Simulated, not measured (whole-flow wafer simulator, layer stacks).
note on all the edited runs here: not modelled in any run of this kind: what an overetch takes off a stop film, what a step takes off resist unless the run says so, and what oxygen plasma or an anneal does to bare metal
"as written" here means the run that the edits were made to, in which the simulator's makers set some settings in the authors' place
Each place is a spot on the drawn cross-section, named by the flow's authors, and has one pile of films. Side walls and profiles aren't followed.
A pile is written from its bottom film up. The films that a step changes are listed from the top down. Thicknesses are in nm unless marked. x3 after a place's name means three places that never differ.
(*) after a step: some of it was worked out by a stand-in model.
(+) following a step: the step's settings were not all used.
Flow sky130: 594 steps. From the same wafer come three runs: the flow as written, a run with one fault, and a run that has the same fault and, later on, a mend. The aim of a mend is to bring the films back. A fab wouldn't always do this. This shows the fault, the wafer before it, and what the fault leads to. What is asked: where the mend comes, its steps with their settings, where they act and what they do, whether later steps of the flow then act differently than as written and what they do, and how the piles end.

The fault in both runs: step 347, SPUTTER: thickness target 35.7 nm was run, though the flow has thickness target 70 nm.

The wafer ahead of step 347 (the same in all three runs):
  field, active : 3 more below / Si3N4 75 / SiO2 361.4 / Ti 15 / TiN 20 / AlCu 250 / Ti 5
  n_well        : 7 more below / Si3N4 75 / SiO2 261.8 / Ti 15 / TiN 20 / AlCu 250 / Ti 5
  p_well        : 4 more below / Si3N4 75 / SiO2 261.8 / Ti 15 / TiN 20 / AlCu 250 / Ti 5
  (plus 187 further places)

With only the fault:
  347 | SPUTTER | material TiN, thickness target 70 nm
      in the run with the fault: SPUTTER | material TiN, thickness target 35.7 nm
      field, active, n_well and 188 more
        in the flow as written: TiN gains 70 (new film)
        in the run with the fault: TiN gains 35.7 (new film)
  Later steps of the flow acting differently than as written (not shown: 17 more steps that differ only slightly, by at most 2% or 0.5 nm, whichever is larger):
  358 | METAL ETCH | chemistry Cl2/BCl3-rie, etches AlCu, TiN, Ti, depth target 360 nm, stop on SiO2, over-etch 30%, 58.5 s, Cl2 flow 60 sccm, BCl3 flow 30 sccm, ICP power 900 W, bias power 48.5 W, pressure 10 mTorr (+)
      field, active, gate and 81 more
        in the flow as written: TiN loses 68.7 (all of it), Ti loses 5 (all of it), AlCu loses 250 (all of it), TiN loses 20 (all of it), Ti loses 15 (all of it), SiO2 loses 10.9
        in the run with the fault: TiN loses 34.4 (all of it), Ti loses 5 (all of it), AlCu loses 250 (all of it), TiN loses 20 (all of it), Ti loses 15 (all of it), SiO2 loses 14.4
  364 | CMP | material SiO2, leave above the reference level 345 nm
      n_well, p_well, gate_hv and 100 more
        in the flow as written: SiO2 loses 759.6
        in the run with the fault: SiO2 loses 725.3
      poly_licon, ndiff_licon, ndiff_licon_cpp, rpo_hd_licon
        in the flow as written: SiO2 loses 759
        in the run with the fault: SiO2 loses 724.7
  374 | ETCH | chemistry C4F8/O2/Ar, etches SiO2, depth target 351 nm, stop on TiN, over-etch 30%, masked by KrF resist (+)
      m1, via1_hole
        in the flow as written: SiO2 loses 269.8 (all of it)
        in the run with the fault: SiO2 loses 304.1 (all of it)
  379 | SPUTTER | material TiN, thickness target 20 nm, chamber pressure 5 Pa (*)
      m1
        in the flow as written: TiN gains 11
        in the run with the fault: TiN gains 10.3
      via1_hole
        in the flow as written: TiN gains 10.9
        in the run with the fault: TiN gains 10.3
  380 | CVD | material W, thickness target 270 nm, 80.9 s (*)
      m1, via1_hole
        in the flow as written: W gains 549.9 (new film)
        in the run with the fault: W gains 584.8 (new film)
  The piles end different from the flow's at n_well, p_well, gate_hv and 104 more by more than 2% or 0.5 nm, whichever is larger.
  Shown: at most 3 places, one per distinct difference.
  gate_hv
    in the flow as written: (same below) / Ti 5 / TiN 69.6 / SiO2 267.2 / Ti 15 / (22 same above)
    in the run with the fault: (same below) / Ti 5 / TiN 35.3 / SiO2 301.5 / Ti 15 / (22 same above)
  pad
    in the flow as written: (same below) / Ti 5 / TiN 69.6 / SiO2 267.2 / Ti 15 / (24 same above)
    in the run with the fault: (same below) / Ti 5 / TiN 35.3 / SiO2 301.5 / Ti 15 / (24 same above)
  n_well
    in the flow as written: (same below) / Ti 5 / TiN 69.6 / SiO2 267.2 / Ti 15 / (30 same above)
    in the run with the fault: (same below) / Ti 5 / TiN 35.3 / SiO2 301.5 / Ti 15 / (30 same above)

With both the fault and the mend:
  The mend stands after step 347.
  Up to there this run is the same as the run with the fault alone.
  347a | SPUTTER | material TiN, thickness target 34.3 nm (a further turn of the flow's step 347, with different settings)
      field, active, n_well and 188 more
        TiN gains 34.3
  None of the later steps of the flow acts differently than as written at any place that is followed.
  The piles end the same as the flow's at every place that both follow.
